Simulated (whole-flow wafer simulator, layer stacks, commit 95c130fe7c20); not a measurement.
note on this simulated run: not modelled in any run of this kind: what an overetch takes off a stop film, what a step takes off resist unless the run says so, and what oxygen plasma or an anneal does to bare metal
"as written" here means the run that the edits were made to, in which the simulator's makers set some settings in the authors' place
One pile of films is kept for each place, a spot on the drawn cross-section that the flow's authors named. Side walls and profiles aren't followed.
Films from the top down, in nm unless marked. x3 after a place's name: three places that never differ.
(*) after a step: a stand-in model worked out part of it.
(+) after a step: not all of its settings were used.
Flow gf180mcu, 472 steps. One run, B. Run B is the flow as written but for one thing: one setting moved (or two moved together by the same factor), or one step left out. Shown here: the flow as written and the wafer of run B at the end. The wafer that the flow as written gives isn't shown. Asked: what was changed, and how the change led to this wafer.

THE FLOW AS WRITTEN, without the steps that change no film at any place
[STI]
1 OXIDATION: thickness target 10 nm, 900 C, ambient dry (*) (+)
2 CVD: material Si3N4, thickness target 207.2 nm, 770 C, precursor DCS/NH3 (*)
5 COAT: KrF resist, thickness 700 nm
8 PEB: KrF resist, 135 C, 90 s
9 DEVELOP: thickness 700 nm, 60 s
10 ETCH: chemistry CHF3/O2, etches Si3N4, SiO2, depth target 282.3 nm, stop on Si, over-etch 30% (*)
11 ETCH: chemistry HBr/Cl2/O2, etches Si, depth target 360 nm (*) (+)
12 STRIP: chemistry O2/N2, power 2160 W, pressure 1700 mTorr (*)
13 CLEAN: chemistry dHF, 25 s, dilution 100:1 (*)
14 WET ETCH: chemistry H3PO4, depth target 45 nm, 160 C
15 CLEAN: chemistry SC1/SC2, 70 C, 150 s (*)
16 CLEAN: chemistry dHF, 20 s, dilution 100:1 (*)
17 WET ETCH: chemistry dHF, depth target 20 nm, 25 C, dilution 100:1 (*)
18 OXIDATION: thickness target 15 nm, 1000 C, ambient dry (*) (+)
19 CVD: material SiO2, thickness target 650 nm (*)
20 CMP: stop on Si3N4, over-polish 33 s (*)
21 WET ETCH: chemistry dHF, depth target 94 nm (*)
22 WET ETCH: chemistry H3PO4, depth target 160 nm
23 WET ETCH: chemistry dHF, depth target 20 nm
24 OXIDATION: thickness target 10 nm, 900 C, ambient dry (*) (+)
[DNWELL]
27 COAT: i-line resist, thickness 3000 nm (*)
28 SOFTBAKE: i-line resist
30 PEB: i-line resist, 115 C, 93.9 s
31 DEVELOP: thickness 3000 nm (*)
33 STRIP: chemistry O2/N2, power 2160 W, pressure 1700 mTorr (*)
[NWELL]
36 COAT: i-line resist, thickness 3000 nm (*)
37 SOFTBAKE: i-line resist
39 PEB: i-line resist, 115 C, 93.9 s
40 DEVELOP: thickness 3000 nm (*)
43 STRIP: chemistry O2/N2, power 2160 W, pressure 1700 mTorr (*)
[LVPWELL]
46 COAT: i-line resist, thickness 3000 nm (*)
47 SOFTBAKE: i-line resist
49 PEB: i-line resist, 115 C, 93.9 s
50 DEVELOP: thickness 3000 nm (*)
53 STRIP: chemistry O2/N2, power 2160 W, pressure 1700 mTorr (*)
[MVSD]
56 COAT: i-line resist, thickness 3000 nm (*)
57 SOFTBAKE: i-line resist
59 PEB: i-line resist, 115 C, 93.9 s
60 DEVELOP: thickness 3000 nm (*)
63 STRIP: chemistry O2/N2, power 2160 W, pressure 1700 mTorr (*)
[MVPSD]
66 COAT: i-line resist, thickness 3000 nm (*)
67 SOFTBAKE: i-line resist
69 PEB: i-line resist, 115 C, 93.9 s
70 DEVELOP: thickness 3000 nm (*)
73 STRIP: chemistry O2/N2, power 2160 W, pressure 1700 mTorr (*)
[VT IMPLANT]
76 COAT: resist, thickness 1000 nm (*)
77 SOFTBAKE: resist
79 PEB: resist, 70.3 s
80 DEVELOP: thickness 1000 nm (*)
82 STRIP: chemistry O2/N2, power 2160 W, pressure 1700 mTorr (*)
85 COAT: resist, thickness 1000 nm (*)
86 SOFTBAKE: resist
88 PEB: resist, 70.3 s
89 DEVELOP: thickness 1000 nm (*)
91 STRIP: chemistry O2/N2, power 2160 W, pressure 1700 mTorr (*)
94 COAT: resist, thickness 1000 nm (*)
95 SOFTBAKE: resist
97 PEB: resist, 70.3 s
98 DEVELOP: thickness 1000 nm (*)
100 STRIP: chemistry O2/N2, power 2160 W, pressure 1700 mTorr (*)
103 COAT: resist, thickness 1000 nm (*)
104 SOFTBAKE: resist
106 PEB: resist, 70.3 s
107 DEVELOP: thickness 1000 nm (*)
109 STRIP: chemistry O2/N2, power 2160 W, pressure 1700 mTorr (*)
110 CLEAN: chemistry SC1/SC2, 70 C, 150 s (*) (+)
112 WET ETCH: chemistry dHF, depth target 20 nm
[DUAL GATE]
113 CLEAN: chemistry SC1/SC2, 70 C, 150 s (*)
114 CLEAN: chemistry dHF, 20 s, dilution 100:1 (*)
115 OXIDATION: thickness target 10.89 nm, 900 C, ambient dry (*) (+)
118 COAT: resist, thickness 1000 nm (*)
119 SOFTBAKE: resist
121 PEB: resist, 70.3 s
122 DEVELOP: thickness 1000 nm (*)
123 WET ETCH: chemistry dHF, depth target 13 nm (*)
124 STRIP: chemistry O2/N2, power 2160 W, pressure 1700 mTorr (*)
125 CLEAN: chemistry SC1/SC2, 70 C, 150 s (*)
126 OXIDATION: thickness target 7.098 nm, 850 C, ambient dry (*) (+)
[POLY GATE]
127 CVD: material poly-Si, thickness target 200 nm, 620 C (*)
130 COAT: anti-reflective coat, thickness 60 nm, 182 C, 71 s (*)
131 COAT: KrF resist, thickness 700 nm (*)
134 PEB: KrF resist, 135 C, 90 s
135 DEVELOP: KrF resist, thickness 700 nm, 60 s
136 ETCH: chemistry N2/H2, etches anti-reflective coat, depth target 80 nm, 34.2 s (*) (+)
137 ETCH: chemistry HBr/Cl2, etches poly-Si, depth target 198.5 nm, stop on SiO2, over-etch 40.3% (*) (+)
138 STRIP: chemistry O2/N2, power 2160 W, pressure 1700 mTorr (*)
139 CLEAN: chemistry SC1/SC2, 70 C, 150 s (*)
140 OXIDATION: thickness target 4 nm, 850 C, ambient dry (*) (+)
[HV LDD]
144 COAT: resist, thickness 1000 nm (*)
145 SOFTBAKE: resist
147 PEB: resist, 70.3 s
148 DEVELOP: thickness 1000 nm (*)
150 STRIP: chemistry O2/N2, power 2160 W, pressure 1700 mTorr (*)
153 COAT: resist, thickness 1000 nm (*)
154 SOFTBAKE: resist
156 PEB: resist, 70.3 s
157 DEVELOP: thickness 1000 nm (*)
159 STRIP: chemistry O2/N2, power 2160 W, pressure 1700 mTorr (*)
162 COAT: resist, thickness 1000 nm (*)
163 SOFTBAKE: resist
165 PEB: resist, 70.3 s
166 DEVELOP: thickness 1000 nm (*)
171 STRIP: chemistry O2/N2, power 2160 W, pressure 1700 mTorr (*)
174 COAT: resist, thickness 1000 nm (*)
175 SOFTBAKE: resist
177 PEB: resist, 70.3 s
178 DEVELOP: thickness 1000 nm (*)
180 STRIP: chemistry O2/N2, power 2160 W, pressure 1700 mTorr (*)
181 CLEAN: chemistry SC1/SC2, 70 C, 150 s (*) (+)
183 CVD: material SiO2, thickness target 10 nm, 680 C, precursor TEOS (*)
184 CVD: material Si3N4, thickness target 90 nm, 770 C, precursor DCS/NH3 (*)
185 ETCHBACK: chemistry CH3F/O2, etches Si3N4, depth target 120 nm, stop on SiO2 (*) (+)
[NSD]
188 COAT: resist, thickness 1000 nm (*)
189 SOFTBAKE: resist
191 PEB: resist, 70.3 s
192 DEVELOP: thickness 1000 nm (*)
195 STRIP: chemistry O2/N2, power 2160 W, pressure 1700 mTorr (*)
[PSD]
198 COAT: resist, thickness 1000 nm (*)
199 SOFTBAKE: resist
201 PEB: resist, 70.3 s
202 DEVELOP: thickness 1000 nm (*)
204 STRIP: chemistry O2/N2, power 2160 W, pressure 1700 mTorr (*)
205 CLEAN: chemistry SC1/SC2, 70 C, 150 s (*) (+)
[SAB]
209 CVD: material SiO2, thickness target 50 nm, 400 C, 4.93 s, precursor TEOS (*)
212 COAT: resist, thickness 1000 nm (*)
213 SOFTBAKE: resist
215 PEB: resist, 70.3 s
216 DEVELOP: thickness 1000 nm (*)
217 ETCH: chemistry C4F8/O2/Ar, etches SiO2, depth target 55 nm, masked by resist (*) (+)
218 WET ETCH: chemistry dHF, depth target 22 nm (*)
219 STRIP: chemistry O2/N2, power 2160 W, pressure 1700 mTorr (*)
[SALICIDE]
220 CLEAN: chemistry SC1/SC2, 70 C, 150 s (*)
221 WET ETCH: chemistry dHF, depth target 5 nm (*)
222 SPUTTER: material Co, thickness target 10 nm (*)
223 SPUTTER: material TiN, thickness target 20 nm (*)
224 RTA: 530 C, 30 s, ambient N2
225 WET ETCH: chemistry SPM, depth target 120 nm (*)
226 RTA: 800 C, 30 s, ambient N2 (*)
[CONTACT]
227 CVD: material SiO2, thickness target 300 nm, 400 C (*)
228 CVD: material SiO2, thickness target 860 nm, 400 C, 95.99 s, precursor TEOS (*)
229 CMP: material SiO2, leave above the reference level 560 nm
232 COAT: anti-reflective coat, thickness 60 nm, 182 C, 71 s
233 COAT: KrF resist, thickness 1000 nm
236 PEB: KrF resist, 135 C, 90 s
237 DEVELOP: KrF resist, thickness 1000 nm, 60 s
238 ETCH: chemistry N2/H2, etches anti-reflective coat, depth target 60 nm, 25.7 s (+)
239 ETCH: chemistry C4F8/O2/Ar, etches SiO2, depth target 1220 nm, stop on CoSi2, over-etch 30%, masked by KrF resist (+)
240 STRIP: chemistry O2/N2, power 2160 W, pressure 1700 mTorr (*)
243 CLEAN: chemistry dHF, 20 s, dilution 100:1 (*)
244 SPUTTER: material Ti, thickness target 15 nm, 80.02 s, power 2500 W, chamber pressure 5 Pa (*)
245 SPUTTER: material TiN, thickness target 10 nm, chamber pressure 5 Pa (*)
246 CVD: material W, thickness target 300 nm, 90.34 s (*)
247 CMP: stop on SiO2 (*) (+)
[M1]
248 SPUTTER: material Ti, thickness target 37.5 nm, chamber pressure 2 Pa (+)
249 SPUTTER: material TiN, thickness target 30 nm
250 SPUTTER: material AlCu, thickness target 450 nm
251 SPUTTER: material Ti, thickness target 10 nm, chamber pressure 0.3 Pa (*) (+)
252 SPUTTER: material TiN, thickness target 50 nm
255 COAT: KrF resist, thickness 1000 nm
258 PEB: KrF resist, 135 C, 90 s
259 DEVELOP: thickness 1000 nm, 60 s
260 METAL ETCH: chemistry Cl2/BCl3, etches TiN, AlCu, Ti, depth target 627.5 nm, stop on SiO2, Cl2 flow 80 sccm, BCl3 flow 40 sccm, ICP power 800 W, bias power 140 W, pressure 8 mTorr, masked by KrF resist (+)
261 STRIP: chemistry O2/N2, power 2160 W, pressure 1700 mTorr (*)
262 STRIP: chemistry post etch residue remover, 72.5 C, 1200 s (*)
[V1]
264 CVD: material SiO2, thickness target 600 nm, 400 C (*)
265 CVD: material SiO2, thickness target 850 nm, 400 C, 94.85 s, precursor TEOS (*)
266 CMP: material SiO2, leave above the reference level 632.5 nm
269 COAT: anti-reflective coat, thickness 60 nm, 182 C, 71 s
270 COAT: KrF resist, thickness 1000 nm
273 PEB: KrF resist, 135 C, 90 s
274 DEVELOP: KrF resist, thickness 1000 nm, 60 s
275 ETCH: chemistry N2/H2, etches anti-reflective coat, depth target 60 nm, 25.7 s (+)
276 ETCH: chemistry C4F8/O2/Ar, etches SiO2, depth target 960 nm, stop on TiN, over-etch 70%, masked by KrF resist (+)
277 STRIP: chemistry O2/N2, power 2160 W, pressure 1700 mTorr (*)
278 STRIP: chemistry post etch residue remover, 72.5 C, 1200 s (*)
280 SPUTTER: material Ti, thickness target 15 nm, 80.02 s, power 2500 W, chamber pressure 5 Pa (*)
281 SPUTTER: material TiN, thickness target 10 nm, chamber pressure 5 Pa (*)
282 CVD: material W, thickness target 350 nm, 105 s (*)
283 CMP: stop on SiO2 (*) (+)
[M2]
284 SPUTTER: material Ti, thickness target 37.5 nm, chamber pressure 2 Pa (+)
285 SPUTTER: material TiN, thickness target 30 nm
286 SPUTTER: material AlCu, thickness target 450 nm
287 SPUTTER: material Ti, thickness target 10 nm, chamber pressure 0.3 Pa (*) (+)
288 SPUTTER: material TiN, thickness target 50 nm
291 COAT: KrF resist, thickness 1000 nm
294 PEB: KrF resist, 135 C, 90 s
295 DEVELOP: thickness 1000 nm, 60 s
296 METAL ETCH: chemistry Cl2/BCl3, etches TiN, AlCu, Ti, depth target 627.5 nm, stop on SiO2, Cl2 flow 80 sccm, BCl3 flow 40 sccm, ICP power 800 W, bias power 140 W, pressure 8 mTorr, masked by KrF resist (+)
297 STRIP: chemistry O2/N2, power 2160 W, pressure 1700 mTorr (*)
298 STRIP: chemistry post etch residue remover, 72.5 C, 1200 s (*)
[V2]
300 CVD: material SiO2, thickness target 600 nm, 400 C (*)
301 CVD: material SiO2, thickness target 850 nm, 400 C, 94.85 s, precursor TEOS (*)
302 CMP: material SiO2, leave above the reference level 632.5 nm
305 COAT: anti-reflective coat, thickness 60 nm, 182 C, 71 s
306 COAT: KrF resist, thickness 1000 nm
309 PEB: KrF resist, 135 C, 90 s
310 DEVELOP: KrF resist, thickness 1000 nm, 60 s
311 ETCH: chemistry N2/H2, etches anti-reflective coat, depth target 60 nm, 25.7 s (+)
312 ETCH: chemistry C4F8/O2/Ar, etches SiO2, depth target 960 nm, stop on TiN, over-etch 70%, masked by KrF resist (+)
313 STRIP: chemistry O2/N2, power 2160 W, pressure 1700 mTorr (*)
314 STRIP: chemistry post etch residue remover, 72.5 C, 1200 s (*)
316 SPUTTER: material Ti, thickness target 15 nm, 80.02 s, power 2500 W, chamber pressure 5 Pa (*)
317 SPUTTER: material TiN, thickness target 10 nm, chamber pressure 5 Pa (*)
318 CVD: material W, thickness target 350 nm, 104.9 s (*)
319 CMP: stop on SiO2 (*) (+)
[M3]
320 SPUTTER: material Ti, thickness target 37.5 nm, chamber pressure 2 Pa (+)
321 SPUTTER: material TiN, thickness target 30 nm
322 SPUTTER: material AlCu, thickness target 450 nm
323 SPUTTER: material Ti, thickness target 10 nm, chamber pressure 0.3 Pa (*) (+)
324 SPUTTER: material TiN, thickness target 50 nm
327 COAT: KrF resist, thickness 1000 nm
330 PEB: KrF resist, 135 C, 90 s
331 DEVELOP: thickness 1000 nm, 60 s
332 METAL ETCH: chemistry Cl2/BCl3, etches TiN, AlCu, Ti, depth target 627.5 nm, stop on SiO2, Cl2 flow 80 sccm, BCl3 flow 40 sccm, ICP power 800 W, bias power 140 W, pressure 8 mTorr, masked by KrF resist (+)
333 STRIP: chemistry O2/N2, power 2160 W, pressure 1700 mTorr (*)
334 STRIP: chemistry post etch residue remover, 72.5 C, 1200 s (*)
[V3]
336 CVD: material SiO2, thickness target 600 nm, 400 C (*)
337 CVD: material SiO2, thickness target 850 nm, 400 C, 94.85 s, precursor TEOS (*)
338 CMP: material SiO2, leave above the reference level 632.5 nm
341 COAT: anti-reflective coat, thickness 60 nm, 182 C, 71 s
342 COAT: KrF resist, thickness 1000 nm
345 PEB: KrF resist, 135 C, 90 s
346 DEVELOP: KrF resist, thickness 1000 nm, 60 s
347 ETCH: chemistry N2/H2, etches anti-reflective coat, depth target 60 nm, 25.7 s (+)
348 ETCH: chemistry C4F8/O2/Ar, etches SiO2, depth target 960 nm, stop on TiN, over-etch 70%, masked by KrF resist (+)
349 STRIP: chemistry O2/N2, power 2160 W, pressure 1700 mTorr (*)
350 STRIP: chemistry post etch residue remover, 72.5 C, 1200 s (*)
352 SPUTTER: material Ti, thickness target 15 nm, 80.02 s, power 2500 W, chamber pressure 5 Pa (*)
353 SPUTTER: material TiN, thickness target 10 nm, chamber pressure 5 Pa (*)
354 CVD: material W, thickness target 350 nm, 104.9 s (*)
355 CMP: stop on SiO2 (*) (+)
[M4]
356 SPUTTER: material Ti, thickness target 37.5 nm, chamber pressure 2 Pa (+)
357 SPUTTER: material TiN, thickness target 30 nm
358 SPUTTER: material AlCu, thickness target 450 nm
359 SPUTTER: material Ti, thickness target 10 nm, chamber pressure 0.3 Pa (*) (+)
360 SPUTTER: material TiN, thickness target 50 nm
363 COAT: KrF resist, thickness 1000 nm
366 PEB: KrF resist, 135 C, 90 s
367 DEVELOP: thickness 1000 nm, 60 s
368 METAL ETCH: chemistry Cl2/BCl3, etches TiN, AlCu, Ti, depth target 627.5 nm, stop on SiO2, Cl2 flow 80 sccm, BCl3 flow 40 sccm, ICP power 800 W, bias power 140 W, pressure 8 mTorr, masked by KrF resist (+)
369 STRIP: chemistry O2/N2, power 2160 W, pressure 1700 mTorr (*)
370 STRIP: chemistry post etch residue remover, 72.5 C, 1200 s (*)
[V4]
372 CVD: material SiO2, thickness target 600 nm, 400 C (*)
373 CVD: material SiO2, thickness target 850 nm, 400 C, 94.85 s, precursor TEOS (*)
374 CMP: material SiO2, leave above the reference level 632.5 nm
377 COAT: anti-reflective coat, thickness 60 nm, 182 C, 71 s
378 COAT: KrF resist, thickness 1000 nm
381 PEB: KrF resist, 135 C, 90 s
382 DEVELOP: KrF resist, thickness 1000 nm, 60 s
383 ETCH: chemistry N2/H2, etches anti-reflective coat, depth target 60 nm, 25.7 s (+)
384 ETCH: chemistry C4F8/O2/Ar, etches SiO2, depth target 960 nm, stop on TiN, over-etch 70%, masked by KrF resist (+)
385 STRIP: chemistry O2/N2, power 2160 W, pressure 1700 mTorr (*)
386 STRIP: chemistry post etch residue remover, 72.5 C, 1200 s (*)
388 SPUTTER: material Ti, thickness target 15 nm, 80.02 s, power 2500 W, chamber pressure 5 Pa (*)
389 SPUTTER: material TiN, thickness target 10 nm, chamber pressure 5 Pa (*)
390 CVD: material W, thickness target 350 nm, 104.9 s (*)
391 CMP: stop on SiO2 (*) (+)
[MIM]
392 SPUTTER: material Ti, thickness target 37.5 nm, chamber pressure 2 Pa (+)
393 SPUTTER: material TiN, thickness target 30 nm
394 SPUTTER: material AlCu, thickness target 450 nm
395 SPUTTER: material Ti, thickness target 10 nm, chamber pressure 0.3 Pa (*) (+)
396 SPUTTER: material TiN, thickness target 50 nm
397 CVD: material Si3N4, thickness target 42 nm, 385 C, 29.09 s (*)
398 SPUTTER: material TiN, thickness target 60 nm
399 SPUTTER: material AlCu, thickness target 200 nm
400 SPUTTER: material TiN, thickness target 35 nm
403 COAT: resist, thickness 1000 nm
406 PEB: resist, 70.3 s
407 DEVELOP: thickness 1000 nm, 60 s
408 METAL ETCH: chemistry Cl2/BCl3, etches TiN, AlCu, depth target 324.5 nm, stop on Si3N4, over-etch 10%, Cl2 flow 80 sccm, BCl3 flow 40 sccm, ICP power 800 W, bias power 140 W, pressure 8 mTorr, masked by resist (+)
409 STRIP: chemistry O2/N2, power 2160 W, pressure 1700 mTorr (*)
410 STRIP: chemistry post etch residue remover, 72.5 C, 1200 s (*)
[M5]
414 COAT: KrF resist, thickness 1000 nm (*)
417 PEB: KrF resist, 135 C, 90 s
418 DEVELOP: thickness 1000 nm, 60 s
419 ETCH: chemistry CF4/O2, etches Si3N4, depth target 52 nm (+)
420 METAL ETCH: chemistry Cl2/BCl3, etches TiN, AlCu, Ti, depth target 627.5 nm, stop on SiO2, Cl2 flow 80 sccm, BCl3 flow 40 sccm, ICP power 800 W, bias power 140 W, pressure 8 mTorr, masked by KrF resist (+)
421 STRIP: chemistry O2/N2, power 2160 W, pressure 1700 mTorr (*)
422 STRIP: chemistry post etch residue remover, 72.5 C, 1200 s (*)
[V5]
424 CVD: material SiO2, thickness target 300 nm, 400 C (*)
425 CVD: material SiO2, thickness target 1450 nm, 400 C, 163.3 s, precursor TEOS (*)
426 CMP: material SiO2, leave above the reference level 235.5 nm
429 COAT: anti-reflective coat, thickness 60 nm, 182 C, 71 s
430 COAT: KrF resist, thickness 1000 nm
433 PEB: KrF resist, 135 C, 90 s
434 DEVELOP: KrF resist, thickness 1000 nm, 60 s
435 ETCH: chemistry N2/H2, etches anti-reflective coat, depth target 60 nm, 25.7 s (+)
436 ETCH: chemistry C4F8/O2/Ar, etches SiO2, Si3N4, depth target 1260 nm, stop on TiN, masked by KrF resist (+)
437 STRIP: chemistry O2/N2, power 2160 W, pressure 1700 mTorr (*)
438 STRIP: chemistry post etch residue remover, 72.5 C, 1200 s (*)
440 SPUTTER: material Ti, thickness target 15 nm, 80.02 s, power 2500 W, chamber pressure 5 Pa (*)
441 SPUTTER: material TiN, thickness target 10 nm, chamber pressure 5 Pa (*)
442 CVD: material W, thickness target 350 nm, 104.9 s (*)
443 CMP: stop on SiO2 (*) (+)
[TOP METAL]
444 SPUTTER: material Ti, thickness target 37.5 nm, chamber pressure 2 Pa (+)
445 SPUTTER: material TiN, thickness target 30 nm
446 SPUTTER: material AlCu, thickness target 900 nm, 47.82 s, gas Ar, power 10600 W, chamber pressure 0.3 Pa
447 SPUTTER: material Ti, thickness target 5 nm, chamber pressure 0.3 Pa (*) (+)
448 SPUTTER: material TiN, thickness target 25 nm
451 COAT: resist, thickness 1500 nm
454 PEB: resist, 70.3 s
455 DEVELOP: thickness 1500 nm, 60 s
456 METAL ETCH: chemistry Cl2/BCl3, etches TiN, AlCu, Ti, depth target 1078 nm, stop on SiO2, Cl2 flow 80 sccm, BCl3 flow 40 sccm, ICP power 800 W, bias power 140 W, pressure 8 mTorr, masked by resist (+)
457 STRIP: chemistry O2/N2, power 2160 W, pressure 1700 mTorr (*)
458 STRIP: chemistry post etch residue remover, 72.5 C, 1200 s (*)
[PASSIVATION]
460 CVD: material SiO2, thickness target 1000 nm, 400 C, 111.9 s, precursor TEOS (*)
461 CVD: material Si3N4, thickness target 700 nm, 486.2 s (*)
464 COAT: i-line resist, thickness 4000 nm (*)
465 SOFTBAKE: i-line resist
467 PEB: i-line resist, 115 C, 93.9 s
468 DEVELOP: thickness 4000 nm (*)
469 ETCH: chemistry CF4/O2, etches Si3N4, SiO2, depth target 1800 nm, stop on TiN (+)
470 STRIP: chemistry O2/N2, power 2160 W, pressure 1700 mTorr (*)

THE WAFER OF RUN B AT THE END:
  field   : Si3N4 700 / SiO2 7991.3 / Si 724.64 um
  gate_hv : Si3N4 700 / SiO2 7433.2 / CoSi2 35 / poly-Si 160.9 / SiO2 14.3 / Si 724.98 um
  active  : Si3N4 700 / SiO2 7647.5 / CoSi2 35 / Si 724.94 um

The cause: step 394, SPUTTER: thickness target 214 nm was run, where the flow has thickness target 450 nm.

How the change led to this, step by step:
  394 SPUTTER: material AlCu, thickness target 450 nm
      field, field__w1, field__w2 and 108 more: AlCu +214 (new film) (as written it would be: AlCu +450 (new film))
  420 METAL ETCH: chemistry Cl2/BCl3, etches TiN, AlCu, Ti, depth target 627.5 nm, stop on SiO2, Cl2 flow 80 sccm, BCl3 flow 40 sccm, ICP power 800 W, bias power 140 W, pressure 8 mTorr, masked by KrF resist (+)
      field, field__w1, field__w2 and 101 more: TiN -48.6 (all of it), Ti -10 (all of it), AlCu -214 (all of it), TiN -30 (all of it), Ti -37.5 (all of it) (as written it would be: TiN -48.6 (all of it), Ti -10 (all of it), AlCu -450 (all of it), TiN -30 (all of it), Ti -37.5 (all of it))
      field__w4, field__w8, contact, m1, m1__w1, mim, mim_1p0, m1_nw: KrF resist -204 (as written it would be: KrF resist -251)
  421 STRIP: chemistry O2/N2, power 2160 W, pressure 1700 mTorr (*)
      field__w8, m1__w1: KrF resist -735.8 (all of it) (as written it would be: KrF resist -688.9 (all of it))
      contact, m1: KrF resist -736.3 (all of it) (as written it would be: KrF resist -689.3 (all of it))
      (and at 4 more places)
  426 CMP: material SiO2, leave above the reference level 235.5 nm
      field, field__w1, field__w5 and 92 more: SiO2 -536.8 (as written it would be: SiO2 -300.8)
      field__w2, field__w3, field__w12 and 6 more: SiO2 -519.4 (as written it would be: SiO2 -272.7)
